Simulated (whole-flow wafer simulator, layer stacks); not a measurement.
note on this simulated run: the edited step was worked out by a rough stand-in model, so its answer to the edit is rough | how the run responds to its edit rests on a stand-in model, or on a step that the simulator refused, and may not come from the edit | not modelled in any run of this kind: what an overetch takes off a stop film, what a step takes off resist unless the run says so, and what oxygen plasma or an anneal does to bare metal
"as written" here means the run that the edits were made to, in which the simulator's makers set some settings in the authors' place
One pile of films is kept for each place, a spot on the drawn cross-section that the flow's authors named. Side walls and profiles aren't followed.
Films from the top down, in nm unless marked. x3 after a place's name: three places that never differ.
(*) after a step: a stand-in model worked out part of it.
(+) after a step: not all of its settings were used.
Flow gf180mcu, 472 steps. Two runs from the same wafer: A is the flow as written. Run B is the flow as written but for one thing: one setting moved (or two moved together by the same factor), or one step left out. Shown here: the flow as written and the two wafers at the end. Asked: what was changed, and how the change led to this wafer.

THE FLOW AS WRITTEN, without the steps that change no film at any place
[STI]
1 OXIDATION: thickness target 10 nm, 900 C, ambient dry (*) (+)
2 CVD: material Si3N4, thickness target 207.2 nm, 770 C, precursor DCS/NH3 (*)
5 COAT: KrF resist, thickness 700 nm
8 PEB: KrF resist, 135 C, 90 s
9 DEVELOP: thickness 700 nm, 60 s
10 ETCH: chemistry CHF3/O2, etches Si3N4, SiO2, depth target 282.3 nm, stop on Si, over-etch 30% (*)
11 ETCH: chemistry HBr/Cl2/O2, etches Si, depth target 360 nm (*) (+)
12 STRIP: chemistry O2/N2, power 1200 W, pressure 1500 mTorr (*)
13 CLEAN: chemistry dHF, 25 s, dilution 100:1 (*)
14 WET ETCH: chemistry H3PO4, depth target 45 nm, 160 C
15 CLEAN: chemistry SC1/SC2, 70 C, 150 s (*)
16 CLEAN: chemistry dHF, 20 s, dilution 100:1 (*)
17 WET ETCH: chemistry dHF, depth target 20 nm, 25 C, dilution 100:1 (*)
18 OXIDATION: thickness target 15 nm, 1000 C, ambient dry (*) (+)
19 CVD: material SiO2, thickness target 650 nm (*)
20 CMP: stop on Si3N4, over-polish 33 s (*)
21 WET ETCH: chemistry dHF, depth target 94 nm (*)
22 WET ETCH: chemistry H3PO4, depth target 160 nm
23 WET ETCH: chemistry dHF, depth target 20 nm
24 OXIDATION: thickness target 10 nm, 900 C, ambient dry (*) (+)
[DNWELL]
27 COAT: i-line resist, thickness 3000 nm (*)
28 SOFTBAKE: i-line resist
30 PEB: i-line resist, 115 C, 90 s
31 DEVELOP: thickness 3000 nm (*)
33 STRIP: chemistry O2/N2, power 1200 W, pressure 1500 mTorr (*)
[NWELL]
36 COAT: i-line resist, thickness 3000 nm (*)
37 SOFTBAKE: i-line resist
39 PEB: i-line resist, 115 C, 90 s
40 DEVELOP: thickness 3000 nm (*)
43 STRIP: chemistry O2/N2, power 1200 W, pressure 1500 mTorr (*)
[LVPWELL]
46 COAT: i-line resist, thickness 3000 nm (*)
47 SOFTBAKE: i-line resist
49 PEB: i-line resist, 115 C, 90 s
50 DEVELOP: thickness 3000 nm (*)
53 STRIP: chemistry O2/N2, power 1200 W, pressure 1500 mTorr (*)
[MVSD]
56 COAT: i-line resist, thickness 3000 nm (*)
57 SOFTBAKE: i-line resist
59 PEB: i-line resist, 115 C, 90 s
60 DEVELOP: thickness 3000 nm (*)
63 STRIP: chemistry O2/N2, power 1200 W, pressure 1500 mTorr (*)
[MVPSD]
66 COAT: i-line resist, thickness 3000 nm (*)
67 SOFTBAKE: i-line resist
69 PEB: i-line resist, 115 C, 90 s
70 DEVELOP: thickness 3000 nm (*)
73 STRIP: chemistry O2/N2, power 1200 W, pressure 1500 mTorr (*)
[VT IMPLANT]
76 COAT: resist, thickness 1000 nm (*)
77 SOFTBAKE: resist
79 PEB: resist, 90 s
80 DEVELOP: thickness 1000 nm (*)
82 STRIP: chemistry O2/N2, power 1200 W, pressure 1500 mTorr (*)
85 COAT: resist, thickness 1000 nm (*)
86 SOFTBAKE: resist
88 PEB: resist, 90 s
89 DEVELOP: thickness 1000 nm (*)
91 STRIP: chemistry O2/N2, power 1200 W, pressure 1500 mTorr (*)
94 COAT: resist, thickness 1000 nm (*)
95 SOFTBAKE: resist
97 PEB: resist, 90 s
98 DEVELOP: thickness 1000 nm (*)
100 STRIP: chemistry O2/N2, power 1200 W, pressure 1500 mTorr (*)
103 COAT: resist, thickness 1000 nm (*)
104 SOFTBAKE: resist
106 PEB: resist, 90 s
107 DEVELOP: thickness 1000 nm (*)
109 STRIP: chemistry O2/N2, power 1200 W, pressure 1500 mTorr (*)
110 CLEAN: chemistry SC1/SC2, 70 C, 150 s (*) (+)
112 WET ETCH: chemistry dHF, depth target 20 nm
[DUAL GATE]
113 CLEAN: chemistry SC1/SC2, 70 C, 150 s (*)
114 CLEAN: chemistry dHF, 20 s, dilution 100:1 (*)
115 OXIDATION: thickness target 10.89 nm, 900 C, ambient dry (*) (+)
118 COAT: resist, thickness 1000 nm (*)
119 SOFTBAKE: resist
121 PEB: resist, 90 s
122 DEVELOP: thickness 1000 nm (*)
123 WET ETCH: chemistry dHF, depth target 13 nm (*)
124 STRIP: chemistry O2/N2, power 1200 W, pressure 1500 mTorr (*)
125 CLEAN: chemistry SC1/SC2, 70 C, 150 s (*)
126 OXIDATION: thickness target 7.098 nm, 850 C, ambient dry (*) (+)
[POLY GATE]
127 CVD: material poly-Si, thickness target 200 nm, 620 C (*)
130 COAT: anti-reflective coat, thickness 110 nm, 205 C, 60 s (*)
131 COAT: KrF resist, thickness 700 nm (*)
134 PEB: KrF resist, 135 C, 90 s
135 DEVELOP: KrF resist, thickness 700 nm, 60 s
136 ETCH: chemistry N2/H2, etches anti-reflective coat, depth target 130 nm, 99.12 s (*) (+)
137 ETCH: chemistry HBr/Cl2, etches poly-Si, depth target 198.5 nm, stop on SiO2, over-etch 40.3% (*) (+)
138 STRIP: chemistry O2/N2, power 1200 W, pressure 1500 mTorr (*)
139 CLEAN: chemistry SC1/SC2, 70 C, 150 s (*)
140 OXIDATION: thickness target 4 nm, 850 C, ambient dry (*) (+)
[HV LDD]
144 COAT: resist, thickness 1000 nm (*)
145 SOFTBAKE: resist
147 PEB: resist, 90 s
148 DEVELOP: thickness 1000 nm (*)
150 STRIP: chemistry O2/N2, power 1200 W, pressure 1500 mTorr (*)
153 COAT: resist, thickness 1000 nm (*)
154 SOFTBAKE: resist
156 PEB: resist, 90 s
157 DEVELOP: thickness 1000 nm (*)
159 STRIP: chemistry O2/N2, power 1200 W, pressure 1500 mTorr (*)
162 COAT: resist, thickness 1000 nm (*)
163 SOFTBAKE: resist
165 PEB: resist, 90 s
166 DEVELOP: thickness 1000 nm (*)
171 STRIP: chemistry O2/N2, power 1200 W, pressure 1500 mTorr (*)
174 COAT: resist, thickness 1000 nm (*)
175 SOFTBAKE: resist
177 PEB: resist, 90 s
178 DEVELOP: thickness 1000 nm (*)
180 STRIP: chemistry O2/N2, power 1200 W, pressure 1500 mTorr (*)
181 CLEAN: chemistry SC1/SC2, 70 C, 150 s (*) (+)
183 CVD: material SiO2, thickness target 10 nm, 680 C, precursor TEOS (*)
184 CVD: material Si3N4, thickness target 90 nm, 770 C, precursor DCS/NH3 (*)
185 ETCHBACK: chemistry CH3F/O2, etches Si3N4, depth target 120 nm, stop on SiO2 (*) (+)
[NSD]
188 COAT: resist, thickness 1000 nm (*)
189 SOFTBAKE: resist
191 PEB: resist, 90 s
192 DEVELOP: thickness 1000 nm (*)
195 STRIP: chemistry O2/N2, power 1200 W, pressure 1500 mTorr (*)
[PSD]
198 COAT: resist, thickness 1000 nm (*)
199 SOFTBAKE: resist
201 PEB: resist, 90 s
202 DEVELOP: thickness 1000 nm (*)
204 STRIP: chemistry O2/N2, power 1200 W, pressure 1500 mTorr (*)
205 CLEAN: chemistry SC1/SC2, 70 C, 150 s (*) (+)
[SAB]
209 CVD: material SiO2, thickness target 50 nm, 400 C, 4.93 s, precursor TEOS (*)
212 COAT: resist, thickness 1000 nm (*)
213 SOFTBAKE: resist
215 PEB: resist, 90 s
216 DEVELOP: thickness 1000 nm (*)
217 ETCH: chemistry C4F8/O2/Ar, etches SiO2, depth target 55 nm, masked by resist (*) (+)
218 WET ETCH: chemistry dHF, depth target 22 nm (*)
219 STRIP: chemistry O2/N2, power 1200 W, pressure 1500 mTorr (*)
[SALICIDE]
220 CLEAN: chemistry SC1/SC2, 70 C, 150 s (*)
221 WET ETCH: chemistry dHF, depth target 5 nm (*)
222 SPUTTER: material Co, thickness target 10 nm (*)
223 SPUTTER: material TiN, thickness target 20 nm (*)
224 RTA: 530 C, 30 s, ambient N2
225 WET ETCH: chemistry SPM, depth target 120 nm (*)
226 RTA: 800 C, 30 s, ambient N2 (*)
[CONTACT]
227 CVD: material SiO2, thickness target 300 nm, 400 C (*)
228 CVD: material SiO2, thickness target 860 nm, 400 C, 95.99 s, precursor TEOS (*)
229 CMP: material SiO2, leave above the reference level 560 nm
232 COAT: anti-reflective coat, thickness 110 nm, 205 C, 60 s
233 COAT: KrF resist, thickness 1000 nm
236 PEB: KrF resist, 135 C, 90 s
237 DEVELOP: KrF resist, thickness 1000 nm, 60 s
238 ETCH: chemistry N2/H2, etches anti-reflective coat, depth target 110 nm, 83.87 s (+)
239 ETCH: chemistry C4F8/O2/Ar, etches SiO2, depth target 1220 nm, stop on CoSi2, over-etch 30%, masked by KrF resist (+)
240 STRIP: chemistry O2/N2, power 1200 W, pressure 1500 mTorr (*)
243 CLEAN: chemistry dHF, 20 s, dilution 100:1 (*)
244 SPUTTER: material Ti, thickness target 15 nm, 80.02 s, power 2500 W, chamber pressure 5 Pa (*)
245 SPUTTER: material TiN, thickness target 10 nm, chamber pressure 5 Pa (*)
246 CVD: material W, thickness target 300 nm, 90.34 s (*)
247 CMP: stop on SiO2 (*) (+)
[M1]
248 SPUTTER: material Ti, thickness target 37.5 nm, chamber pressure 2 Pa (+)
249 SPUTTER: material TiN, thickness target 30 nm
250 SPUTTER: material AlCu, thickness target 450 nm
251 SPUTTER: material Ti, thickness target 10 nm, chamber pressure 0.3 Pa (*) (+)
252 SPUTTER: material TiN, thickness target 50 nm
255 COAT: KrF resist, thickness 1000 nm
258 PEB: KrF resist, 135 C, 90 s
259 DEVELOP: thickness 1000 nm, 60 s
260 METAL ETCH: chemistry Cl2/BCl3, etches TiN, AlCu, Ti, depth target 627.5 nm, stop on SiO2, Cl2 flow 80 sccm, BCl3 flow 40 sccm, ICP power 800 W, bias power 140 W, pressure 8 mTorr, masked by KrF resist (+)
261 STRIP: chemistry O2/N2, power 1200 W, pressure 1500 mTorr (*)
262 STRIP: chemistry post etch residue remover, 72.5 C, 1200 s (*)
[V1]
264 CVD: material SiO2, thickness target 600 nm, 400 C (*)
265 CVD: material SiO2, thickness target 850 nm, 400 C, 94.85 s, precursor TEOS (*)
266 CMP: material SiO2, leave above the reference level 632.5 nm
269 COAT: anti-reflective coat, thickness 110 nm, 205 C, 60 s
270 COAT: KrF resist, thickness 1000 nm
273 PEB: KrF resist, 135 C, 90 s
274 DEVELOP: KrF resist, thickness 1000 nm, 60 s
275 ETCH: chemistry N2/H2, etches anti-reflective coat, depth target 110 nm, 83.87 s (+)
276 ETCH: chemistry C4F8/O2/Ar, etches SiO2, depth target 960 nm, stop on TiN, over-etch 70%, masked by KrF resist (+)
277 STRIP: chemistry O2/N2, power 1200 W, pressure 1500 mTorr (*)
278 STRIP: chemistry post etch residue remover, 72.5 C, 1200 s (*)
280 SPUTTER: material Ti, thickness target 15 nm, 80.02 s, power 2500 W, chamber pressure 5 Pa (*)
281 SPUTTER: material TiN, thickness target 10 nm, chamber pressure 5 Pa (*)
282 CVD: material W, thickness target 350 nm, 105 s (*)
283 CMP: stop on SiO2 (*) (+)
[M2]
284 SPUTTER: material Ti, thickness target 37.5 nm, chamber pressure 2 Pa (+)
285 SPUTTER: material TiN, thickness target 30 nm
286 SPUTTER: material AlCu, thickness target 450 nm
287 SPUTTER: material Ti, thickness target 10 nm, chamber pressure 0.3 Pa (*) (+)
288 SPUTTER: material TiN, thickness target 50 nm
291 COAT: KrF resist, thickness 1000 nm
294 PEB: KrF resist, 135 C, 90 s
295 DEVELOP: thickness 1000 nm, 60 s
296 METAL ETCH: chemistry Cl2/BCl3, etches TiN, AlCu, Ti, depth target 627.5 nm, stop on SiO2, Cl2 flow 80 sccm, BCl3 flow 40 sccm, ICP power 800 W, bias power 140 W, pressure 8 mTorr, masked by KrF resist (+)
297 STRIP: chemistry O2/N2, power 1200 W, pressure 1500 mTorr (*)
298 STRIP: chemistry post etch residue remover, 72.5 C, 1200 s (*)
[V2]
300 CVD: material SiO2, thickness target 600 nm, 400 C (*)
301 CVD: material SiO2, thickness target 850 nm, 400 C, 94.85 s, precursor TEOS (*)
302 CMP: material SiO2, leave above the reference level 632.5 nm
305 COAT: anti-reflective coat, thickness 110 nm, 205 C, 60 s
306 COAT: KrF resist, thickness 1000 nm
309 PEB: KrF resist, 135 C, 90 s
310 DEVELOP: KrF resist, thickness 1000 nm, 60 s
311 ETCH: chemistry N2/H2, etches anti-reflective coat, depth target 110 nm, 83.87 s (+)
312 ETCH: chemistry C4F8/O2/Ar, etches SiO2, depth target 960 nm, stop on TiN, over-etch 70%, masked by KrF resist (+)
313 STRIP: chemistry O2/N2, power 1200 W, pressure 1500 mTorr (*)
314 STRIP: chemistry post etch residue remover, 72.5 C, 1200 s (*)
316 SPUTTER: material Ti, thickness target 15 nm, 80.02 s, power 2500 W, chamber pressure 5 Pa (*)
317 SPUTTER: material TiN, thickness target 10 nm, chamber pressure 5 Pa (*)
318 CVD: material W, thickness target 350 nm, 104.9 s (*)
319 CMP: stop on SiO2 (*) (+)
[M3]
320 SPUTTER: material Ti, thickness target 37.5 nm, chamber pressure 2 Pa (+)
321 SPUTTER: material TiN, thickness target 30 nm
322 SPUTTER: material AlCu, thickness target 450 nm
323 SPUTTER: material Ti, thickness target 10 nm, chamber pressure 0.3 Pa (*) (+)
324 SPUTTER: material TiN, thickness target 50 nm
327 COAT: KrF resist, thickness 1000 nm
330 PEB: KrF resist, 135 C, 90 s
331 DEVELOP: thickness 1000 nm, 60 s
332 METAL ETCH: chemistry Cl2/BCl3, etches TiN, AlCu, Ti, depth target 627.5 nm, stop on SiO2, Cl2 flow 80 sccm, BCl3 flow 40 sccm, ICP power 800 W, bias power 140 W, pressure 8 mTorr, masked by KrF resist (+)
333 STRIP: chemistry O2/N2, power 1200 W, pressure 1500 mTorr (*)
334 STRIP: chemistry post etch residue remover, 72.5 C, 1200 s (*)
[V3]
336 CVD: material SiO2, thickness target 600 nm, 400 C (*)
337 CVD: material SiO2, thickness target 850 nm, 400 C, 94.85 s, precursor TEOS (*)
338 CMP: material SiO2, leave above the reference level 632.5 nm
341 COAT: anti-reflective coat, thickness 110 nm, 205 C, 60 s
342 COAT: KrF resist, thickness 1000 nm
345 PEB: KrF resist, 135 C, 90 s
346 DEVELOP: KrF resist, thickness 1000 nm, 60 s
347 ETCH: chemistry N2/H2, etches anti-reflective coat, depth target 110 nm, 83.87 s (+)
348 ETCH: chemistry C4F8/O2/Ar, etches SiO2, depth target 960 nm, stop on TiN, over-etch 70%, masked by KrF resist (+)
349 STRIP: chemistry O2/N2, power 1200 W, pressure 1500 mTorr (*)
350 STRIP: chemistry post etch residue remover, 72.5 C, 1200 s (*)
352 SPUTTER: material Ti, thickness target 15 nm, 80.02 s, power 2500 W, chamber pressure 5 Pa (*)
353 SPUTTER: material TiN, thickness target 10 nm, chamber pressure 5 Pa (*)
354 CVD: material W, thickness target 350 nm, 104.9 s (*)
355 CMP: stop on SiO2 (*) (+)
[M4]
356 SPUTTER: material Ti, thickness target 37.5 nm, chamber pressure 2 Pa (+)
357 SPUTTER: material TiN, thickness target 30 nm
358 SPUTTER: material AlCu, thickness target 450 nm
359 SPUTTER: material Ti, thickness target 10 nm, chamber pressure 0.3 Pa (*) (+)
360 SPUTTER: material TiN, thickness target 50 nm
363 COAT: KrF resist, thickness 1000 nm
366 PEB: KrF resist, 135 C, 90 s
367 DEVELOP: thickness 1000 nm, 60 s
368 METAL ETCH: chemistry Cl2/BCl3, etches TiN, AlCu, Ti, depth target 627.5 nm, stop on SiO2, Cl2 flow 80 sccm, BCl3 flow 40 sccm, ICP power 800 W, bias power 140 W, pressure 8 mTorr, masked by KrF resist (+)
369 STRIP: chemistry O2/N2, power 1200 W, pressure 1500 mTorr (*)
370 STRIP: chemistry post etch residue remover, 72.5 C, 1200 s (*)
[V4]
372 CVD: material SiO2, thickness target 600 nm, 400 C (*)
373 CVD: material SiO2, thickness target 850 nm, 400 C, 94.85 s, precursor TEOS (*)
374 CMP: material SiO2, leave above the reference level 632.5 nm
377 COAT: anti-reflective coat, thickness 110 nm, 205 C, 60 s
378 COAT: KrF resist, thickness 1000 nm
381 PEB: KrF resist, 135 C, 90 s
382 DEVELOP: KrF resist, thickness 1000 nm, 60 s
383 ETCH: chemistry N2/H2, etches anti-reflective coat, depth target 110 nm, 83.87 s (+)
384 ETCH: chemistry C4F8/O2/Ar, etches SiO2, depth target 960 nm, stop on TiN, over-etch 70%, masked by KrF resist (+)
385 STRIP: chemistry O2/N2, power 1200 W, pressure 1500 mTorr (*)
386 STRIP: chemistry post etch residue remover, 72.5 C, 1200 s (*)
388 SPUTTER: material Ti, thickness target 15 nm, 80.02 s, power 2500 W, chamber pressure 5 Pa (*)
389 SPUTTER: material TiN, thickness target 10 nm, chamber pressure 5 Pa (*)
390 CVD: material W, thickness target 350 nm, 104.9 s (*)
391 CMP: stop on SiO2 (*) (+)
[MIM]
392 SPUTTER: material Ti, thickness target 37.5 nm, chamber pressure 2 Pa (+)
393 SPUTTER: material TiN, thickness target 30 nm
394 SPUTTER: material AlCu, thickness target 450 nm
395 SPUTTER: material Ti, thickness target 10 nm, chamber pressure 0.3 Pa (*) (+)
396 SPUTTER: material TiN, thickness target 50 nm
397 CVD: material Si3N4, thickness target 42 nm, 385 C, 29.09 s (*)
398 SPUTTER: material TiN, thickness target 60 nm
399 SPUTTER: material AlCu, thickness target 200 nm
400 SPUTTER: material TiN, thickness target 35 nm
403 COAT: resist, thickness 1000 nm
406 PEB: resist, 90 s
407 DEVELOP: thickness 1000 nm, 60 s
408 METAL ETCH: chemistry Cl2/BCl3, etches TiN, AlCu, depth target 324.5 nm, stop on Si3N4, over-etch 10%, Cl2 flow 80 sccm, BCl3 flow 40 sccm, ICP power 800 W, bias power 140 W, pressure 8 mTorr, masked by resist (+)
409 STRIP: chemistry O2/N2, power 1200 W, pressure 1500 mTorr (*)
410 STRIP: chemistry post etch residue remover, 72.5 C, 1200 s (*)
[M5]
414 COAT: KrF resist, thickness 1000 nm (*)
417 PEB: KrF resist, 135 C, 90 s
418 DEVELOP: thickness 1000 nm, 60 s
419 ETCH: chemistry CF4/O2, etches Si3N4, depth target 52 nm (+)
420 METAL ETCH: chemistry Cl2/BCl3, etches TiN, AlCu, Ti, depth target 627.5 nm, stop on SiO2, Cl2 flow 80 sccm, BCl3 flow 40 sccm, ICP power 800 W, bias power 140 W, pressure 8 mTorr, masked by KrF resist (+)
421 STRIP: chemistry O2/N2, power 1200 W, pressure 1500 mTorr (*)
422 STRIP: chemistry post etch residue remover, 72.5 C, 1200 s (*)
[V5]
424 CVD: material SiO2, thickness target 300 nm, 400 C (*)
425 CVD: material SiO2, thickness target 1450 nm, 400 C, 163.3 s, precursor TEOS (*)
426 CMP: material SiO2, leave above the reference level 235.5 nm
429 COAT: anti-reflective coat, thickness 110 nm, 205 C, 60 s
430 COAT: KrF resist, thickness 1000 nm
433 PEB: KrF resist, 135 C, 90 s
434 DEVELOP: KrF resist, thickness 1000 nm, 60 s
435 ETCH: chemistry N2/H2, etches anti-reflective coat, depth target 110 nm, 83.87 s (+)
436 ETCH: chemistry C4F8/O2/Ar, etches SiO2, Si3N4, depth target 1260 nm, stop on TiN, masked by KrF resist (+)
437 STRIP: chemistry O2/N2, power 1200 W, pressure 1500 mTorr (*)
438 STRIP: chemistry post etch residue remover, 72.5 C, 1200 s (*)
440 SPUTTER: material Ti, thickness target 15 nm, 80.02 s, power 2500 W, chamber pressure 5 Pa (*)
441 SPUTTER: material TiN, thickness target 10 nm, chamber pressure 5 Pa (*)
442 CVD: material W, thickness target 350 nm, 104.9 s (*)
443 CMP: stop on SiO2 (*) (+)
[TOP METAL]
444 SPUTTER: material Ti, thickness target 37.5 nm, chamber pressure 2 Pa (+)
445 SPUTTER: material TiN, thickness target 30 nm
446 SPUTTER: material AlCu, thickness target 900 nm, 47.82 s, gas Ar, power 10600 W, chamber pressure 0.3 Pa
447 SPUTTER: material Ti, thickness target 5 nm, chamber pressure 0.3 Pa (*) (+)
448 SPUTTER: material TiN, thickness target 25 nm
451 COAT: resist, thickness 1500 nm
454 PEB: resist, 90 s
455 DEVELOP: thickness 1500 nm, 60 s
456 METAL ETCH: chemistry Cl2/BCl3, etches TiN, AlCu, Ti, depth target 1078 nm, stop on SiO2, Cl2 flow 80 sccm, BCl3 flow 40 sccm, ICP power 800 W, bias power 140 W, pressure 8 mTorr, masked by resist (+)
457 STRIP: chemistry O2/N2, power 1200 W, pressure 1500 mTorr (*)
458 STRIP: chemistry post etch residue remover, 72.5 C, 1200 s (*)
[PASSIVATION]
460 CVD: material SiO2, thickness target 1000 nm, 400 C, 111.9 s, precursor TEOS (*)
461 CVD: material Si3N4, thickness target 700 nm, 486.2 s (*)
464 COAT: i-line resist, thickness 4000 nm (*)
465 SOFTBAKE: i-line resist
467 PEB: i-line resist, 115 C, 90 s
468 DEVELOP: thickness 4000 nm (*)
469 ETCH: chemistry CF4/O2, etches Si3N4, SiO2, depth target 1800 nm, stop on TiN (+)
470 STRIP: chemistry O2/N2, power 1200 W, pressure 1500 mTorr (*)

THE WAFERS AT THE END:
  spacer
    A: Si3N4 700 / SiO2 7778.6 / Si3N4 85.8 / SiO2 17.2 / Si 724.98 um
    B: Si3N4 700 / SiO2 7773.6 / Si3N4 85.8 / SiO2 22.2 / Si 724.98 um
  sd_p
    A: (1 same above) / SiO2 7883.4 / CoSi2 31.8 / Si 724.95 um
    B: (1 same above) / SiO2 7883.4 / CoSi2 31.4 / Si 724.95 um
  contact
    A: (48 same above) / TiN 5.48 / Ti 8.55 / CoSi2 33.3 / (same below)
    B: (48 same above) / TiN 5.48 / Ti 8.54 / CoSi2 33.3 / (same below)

The cause: step 183, CVD: thickness target 15 nm was run, where the flow has thickness target 10 nm.

How the change led to this, step by step:
  183 CVD: material SiO2, thickness target 10 nm, 680 C, precursor TEOS (*)
      field, field__w1, field__w2 and 99 more: A SiO2 +10 | B SiO2 +15
      ld_drift_p: A SiO2 +9.87 | B SiO2 +14.8
      (and at 1 more place)
  189 SOFTBAKE: resist
      field__w9: A resist +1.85 | B resist -1.05
  199 SOFTBAKE: resist
      field__w9: A resist +1.85 | B resist -1.05
  218 WET ETCH: chemistry dHF, depth target 22 nm (*)
      gate, gate_hv, gate_p and 23 more: A SiO2 -5.48 (all of it) | B SiO2 -10.5 (all of it)
      field__w7, field__w8, field__w11 and 12 more: A SiO2 -24.6 | B SiO2 -25.4
      (and at 57 more places)
  229 CMP: material SiO2, leave above the reference level 560 nm
      field__w2: A SiO2 -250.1 | B SiO2 -255.4
      field__w3: A SiO2 -232.4 | B SiO2 -237.7
      (and at 3 more places)
